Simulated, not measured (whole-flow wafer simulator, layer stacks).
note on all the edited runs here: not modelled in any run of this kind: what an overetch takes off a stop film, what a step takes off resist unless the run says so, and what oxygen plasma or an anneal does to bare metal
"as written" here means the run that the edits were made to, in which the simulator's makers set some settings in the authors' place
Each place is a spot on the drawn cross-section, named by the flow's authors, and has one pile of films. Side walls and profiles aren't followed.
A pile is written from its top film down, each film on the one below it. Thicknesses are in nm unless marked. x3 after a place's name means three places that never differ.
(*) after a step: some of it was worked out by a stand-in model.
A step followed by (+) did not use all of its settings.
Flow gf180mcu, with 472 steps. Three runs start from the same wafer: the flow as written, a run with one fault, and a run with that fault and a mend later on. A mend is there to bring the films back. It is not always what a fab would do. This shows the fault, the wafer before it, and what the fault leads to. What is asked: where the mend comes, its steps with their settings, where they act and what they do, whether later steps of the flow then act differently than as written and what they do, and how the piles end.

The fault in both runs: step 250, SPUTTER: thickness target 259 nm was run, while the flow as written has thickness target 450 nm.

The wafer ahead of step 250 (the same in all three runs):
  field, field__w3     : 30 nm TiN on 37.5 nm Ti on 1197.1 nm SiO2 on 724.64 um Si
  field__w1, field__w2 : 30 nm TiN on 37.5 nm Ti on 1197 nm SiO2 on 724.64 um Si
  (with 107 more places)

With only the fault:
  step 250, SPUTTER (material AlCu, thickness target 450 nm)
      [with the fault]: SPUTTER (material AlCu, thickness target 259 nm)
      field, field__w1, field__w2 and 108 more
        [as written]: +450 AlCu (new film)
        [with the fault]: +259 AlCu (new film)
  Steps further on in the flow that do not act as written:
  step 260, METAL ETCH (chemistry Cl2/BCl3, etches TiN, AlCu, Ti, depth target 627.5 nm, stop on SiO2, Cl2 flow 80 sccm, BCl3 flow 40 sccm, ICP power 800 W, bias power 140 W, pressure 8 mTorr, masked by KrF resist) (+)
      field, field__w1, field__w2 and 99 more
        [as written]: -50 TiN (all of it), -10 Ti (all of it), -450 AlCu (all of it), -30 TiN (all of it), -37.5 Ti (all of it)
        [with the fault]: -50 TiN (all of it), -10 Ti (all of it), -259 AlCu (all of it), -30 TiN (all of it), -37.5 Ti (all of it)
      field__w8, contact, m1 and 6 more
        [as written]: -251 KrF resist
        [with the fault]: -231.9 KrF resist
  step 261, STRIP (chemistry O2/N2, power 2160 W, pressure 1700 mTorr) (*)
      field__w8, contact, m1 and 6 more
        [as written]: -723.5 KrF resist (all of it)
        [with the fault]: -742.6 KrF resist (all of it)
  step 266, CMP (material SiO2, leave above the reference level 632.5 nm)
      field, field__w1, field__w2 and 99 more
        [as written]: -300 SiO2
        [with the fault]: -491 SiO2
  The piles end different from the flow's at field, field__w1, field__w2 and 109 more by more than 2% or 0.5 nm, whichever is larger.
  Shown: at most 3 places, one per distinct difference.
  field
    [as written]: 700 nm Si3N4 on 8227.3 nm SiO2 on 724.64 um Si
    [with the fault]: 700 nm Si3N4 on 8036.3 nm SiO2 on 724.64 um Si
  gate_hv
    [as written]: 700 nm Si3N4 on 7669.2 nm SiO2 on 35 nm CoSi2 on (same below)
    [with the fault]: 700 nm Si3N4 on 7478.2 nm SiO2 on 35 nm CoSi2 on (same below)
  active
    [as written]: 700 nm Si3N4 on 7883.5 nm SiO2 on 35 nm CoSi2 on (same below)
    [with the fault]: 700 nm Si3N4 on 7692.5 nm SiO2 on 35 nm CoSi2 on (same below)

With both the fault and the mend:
  After step 250 comes the mend.
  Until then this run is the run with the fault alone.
  step 250a, SPUTTER (material AlCu, thickness target 191 nm) (the flow's step 250 again, with other settings)
      field, field__w1, field__w2 and 108 more
        +191 AlCu
  None of the later steps of the flow acts differently than as written at any place that is followed.
  By the end, the piles equal the flow's at every place that both follow.
